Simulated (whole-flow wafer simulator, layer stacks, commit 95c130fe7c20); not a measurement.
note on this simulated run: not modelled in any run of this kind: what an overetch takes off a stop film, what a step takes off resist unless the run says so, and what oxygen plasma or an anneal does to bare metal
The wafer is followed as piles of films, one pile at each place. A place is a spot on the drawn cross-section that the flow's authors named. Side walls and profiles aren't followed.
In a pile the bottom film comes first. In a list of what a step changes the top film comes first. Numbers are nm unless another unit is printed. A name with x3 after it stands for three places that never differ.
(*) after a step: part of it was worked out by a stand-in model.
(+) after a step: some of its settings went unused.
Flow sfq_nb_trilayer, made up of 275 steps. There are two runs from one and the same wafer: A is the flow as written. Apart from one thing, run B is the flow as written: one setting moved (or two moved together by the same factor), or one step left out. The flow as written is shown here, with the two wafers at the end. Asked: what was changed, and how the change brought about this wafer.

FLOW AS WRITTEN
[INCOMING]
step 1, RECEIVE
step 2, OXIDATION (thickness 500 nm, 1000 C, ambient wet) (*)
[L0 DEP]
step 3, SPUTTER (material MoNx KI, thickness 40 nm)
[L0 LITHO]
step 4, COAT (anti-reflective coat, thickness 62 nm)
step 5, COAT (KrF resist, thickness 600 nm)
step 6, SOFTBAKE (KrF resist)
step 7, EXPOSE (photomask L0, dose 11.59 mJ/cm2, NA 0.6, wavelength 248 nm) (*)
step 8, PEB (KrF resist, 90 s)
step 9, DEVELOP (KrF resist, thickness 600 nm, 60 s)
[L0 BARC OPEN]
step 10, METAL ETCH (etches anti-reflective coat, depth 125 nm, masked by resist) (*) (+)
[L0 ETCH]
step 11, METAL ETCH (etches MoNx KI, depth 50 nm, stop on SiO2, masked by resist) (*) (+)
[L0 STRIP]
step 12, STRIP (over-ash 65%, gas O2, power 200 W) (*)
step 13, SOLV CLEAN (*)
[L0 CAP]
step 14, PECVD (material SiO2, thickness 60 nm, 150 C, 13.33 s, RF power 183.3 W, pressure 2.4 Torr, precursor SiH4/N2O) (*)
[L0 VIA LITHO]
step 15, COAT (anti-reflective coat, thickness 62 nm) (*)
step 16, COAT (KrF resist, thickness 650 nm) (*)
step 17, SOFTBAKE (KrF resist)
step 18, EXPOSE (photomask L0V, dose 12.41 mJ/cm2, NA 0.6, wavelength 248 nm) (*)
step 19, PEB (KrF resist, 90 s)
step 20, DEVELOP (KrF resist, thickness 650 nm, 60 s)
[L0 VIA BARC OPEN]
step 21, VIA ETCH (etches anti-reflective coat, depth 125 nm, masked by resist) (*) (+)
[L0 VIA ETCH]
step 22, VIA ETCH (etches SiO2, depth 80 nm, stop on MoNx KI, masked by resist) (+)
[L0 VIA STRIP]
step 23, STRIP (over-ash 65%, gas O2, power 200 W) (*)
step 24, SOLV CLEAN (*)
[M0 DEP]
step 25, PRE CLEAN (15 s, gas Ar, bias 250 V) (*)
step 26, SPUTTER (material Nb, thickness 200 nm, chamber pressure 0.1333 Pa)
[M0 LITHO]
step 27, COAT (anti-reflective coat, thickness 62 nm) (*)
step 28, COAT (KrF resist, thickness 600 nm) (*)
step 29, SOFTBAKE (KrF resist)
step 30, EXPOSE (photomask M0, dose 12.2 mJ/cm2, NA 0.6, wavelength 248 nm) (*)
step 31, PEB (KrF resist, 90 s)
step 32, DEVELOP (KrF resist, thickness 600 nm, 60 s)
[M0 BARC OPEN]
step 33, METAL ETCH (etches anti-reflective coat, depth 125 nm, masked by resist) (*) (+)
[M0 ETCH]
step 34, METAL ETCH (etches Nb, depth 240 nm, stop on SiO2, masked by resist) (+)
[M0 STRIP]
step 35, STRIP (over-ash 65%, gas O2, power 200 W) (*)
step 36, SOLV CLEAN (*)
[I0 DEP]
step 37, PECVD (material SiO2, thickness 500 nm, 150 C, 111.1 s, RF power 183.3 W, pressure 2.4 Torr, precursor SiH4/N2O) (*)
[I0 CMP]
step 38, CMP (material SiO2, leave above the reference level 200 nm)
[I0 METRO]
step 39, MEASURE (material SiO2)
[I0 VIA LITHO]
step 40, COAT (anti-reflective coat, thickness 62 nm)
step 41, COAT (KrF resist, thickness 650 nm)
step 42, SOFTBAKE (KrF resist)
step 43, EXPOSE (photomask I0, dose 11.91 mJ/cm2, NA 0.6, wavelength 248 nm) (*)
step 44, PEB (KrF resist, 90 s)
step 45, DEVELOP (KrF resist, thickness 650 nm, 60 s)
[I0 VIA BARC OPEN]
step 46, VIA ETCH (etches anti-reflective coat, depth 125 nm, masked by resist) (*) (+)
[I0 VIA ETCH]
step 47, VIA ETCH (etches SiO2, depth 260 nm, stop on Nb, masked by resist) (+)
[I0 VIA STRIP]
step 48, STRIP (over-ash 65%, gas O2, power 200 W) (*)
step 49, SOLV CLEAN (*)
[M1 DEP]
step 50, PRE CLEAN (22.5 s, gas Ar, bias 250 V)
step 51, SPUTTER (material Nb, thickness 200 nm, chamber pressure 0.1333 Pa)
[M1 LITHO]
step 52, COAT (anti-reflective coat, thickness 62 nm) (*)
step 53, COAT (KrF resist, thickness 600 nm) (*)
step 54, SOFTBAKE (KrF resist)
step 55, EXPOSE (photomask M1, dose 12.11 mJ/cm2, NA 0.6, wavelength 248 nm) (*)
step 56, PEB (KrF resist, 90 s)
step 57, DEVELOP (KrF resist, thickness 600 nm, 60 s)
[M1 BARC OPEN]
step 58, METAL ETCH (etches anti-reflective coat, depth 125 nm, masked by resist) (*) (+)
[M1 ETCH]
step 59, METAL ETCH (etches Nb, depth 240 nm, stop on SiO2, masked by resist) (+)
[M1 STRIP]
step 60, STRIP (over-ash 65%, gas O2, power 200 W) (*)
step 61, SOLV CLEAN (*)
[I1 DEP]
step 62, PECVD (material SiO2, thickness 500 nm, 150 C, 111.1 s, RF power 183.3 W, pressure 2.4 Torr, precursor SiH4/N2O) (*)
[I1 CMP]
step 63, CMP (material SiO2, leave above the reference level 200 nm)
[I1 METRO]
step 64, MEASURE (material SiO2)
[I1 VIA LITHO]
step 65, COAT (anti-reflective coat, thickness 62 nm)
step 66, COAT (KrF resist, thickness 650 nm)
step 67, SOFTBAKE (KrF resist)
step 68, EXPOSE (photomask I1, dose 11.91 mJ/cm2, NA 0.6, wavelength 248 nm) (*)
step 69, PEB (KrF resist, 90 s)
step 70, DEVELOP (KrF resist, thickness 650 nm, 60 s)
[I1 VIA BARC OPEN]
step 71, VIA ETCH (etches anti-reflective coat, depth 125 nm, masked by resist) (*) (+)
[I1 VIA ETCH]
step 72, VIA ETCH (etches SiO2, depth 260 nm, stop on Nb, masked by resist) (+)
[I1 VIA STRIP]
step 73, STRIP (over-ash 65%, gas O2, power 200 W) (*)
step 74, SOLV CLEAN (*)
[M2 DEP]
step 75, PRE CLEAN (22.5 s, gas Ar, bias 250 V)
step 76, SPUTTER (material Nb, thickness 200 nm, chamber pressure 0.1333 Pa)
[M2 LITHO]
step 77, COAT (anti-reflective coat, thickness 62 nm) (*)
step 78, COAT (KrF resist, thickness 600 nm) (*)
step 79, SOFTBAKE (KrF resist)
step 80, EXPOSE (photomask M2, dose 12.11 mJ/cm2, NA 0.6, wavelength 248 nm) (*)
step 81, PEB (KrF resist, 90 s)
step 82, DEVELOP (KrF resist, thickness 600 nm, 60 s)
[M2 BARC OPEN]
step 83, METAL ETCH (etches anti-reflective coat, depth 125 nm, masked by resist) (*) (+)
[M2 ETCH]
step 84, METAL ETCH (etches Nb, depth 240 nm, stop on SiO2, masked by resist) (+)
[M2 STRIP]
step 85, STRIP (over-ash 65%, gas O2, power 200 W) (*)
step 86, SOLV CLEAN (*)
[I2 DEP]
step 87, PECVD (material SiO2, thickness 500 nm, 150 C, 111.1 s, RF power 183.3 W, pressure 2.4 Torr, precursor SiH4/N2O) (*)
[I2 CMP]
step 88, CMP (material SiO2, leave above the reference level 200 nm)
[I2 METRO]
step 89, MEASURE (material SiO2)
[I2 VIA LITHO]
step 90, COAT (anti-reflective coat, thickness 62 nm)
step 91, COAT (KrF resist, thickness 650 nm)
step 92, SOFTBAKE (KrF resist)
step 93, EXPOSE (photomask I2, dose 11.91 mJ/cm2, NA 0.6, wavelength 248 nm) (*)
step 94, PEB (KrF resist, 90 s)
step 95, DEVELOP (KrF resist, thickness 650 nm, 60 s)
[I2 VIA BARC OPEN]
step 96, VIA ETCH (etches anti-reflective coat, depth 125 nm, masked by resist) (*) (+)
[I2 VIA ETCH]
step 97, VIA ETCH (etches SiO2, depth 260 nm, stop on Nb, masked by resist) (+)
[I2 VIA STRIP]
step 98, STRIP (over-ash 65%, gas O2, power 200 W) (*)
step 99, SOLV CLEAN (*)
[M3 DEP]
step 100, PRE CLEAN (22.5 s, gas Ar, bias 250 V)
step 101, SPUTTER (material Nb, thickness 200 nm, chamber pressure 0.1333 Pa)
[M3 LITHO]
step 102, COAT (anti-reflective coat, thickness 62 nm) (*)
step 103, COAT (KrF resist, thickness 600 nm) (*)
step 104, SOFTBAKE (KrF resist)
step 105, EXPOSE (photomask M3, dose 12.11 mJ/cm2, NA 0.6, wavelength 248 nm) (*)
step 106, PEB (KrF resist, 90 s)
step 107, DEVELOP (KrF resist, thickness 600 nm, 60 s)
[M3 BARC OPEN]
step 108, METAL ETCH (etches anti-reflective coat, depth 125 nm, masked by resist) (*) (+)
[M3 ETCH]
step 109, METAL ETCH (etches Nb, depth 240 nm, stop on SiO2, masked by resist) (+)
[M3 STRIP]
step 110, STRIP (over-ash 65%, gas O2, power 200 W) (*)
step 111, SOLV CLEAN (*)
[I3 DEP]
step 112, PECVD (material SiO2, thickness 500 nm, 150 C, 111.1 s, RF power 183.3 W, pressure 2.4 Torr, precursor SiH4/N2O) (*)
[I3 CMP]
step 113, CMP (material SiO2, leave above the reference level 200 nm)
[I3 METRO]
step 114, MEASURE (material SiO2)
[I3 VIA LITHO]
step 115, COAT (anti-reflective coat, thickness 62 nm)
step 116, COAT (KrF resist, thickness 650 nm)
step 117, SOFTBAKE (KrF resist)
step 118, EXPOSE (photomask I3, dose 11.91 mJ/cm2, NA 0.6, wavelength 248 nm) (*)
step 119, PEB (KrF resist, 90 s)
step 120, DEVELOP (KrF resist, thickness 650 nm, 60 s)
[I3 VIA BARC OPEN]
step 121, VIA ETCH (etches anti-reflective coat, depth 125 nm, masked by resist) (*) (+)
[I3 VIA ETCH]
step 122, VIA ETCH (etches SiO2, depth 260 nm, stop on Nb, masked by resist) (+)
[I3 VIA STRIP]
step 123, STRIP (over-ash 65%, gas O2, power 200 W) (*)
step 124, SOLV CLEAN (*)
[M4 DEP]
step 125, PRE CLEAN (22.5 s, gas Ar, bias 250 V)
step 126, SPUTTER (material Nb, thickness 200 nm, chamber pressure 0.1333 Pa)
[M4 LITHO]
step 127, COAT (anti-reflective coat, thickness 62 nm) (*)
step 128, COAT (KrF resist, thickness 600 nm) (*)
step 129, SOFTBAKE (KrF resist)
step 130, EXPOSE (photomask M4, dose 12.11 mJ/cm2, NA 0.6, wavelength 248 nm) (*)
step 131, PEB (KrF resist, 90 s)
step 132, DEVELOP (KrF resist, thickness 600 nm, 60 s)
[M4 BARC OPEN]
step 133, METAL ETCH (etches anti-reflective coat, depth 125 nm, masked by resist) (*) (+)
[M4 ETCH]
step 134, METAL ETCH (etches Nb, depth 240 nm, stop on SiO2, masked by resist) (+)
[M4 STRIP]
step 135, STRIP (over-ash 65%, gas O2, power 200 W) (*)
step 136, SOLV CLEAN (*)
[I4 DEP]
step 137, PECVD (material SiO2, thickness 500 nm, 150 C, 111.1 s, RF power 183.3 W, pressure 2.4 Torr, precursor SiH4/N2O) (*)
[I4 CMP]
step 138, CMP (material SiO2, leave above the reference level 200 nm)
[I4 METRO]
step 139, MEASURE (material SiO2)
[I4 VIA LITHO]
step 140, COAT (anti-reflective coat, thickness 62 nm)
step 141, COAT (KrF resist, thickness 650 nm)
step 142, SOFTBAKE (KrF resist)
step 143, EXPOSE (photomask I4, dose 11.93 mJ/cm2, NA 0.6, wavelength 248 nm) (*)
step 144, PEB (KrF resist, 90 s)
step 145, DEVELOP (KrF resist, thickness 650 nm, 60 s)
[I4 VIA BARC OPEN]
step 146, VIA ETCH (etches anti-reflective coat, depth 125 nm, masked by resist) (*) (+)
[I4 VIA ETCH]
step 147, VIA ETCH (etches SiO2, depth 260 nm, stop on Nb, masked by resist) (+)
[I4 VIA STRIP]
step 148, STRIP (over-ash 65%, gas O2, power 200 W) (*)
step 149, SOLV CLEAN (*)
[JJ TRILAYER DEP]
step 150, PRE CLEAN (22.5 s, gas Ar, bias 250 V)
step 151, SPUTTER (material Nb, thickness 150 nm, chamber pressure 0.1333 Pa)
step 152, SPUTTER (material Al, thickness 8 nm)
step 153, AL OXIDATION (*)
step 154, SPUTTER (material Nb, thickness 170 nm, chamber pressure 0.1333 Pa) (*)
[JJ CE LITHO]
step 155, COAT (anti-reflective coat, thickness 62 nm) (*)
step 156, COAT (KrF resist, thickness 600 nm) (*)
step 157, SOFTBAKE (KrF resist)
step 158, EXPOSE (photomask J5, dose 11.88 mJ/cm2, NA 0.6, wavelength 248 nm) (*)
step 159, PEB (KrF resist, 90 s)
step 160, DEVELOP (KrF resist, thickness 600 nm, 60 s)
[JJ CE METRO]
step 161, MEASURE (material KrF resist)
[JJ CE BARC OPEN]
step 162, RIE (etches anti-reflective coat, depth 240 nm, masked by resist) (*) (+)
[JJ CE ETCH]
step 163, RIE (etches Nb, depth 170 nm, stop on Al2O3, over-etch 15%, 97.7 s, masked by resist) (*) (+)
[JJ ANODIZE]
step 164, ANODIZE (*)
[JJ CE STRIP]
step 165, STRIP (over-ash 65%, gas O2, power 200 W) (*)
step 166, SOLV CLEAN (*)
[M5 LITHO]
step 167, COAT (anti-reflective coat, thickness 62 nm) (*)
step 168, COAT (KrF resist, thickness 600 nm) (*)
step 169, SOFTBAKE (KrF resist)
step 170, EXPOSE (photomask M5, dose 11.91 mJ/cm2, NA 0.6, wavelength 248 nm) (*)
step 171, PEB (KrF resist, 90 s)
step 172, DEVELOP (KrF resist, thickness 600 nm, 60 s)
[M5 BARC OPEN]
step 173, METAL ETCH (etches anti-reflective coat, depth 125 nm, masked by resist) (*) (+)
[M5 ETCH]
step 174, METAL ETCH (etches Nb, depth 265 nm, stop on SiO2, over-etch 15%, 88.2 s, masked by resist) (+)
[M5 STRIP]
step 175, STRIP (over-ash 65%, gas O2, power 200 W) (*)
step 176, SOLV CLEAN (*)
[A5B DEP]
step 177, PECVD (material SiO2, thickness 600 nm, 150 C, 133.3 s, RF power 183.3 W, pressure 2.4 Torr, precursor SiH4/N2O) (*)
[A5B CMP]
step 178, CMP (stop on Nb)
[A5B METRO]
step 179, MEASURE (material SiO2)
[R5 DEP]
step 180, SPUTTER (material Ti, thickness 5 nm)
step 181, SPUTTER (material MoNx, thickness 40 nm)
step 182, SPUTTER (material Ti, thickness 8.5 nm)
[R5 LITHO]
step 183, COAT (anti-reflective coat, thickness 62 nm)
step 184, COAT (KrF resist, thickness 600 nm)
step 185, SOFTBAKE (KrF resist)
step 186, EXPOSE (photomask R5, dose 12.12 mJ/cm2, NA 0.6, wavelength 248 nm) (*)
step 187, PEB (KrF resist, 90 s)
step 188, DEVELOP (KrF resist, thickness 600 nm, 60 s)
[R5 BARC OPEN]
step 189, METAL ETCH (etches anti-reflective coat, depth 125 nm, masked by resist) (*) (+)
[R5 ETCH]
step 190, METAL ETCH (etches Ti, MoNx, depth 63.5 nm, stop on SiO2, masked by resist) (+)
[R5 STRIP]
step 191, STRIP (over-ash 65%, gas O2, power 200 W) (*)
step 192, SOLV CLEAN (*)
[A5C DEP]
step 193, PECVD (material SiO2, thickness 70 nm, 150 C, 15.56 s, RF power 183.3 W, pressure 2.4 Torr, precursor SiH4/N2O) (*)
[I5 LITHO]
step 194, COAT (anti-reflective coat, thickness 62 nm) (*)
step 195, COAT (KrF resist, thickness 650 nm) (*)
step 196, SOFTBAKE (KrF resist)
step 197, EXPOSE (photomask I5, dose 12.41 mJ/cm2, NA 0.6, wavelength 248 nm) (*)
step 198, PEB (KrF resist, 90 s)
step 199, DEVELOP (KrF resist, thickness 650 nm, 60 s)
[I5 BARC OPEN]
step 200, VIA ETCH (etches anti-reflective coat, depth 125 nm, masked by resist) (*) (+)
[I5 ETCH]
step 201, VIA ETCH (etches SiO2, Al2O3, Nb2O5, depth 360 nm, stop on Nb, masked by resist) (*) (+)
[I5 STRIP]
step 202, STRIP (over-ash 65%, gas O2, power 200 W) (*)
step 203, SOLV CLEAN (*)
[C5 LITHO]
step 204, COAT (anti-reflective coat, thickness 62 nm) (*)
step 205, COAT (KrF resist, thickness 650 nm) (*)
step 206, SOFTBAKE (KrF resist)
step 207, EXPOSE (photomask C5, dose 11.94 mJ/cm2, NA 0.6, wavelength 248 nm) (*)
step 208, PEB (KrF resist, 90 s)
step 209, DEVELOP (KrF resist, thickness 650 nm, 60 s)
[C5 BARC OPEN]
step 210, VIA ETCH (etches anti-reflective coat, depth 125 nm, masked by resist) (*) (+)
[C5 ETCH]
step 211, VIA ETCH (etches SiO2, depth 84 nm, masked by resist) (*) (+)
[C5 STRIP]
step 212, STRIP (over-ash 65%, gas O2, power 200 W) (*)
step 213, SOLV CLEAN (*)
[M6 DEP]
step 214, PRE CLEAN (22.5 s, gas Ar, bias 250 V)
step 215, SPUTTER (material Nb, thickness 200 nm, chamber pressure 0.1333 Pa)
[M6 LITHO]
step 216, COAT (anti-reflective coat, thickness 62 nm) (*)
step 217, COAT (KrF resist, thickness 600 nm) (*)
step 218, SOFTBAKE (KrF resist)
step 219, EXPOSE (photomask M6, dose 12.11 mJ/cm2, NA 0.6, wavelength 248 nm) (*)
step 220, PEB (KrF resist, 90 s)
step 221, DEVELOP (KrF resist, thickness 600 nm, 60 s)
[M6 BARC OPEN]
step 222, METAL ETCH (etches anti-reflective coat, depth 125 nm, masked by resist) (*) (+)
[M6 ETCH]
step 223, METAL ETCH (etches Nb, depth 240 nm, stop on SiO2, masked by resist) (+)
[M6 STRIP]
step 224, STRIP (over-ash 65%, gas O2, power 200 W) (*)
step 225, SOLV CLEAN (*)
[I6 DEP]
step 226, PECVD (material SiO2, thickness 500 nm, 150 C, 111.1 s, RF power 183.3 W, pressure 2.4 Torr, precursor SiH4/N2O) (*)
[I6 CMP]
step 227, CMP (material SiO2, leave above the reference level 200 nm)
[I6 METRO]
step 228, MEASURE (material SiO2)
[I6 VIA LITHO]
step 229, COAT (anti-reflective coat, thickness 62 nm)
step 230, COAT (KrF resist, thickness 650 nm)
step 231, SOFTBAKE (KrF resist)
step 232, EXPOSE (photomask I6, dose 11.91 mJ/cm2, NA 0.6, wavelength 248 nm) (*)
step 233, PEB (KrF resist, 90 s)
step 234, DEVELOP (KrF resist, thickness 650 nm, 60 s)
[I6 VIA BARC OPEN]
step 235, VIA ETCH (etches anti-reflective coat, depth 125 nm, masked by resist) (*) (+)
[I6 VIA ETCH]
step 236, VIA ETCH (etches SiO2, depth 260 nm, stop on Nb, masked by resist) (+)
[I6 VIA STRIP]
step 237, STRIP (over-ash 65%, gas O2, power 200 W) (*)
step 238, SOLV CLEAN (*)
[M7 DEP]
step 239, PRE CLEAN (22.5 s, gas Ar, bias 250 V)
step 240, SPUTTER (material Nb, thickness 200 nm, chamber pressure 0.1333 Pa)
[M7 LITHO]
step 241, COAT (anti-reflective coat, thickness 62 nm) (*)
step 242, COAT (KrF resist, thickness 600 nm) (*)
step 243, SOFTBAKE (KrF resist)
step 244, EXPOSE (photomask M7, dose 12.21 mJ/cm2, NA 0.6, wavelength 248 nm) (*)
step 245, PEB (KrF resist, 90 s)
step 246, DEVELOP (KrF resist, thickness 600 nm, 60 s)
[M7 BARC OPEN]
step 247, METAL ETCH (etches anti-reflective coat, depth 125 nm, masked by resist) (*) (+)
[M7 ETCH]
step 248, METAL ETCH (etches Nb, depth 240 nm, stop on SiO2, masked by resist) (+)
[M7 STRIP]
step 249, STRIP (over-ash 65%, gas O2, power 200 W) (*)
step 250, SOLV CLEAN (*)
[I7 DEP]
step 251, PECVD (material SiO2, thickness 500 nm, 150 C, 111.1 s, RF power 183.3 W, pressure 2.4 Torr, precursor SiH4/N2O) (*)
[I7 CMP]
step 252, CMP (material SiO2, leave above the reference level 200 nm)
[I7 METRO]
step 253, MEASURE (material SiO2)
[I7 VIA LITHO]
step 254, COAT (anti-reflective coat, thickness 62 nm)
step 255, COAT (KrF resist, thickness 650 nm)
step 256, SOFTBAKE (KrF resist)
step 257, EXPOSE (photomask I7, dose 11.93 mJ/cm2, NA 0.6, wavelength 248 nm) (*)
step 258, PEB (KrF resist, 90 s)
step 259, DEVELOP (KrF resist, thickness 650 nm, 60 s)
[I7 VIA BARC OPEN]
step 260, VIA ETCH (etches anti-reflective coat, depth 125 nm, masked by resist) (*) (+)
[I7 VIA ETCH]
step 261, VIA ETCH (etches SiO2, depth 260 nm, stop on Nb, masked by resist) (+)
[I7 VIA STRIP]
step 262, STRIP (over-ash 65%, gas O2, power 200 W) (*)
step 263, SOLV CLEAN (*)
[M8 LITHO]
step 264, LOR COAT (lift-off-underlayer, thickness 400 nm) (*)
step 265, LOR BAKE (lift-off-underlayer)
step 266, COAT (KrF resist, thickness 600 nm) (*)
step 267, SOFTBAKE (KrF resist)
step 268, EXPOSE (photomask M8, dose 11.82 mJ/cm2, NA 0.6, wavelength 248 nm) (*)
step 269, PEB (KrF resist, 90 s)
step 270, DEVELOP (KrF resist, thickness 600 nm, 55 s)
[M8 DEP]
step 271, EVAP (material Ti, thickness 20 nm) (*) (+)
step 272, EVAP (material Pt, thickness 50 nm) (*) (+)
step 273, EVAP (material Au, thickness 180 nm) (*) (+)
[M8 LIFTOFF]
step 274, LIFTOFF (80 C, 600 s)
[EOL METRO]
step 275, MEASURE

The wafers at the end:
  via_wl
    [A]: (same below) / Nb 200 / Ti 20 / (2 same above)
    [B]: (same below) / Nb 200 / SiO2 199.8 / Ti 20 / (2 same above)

The reason: step 261, VIA ETCH: etches SiO2, depth 260 nm, stop on Nb, masked by resist (+), was skipped.

Step by step, how the change led to this:
  step 262, STRIP (over-ash 65%, gas O2, power 200 W) (*)
      field_l, v_sur, via_sp and 100 more: A -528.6 KrF resist (all of it), -62 anti-reflective coat (all of it) | B -573.4 KrF resist (all of it), -62 anti-reflective coat (all of it)
  step 264, LOR COAT (lift-off-underlayer, thickness 400 nm) (*)
      via_wl, via_wr: A +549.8 lift-off-underlayer (new film) | B +400.1 lift-off-underlayer (new film)
      field_l: A +388.2 lift-off-underlayer (new film) | B +400 lift-off-underlayer (new film)
      (and at 3 other places as well)
  step 266, COAT (KrF resist, thickness 600 nm) (*)
      via_wl: A +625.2 KrF resist (new film) | B +600 KrF resist (new film)
      via_w: A +636.8 KrF resist (new film) | B +600 KrF resist (new film)
      (and at 1 other place as well)
  step 270, DEVELOP (KrF resist, thickness 600 nm, 55 s)
      field_l: A -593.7 KrF resist (all of it), -388.2 lift-off-underlayer (all of it) | B -598.7 KrF resist (all of it), -400 lift-off-underlayer (all of it)
      v_sur: A -607.3 KrF resist (all of it), -369.4 lift-off-underlayer (all of it) | B -598.8 KrF resist (all of it), -400 lift-off-underlayer (all of it)
      (and at 4 other places as well)
Taking metal films that touch as one body, via_wl has 8 bodies (between them, from the top down: SiO2 199.8; SiO2 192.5; SiO2 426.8 / Al2O3 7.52 / Nb2O5 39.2; SiO2 192.5; SiO2 192.5; SiO2 192.5; SiO2 192.5); the flow as written gives 7 bodies (between them, from the top down: SiO2 192.5; SiO2 426.8 / Al2O3 7.52 / Nb2O5 39.2; SiO2 192.5; SiO2 192.5; SiO2 192.5; SiO2 192.5).
